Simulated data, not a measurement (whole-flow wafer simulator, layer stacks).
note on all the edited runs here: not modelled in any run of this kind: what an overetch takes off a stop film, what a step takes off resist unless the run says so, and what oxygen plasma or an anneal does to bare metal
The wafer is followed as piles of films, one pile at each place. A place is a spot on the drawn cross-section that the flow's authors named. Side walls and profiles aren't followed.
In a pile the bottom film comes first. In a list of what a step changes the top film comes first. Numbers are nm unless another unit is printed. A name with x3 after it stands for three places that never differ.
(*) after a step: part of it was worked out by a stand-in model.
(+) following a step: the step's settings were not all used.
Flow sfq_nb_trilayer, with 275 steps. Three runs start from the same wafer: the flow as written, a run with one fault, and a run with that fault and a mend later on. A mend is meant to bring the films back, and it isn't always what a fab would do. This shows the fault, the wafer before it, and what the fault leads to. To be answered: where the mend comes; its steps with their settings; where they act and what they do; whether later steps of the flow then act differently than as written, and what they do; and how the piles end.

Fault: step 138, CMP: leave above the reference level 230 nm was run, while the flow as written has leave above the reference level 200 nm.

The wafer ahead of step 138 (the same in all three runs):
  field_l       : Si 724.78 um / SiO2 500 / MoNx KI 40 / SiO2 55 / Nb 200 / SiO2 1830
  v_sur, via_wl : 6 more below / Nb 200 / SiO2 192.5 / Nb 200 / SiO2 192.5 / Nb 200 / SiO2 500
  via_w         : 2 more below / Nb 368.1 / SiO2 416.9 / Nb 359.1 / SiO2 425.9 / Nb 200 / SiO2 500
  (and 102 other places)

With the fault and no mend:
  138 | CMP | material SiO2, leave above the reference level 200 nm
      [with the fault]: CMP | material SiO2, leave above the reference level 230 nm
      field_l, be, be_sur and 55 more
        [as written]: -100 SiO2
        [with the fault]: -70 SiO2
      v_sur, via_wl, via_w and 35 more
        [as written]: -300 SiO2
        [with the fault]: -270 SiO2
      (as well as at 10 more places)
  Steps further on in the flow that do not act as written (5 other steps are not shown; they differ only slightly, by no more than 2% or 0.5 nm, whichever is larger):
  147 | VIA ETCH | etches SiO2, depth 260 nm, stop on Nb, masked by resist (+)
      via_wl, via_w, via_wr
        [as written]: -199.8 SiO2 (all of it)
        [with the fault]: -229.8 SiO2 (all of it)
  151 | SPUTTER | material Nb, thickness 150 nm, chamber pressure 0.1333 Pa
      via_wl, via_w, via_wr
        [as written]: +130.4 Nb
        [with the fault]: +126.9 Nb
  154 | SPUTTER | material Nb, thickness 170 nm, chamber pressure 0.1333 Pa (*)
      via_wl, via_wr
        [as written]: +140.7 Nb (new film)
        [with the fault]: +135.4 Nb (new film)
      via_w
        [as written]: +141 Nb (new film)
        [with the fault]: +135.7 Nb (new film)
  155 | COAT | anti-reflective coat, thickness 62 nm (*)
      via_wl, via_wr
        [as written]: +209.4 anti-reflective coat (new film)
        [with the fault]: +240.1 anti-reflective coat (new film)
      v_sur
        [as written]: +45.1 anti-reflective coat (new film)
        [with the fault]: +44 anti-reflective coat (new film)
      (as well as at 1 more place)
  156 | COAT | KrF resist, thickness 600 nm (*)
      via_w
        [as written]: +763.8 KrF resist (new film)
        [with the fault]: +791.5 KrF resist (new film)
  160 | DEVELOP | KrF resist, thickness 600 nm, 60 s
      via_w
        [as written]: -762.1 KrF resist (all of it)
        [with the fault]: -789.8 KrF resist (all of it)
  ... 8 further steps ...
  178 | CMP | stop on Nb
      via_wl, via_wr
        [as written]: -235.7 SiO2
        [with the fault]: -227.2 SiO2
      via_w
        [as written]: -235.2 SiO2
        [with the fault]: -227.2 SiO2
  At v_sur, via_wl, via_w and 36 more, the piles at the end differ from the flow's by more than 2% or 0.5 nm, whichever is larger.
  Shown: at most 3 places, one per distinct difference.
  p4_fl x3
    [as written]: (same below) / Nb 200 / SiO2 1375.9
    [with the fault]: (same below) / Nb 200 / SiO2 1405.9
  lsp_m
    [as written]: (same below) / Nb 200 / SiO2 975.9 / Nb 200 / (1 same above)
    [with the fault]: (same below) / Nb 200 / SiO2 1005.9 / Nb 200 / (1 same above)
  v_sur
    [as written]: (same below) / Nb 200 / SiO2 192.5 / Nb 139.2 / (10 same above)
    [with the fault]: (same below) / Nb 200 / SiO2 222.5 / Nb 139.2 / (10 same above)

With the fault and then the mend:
  The mend stands after step 145.
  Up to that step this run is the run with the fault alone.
  145a | STRIP | over-ash 65%, gas O2, power 200 W (*)
      field_l, v_sur, via_sp and 100 more
        -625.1 KrF resist (all of it), -62 anti-reflective coat (all of it)
      via_wl, via_w, via_wr
        -62 anti-reflective coat (all of it)
  145b | CMP | material SiO2, leave above the reference level 200 nm (a further turn of the flow's step 138)
      field_l, v_sur, via_wl and 103 more
        -30 SiO2
  145c | COAT | anti-reflective coat, thickness 62 nm (a further turn of the flow's step 140)
      field_l, v_sur, via_wl and 103 more
        +62 anti-reflective coat (new film)
  145d | COAT | KrF resist, thickness 650 nm (a further turn of the flow's step 141)
      field_l, v_sur, via_wl and 103 more
        +650 KrF resist (new film)
  145e | SOFTBAKE | KrF resist (a further turn of the flow's step 142)
      alters no film at any place that is followed
  145f | EXPOSE | photomask I4, dose 11.93 mJ/cm2, NA 0.6, wavelength 248 nm (*) (a further turn of the flow's step 143)
      alters no film at any place that is followed
  145g | PEB | KrF resist, 90 s (a further turn of the flow's step 144)
      field_l, v_sur, via_wl and 103 more
        -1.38 KrF resist
  145h | DEVELOP | KrF resist, thickness 650 nm, 60 s (a further turn of the flow's step 145)
      field_l, v_sur, via_sp and 100 more
        -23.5 KrF resist
      via_wl, via_w, via_wr
        -648.6 KrF resist (all of it)
  Later steps of the flow that are run all act as written at every place that is followed.
  The piles end the same as the flow's at every place that both follow.
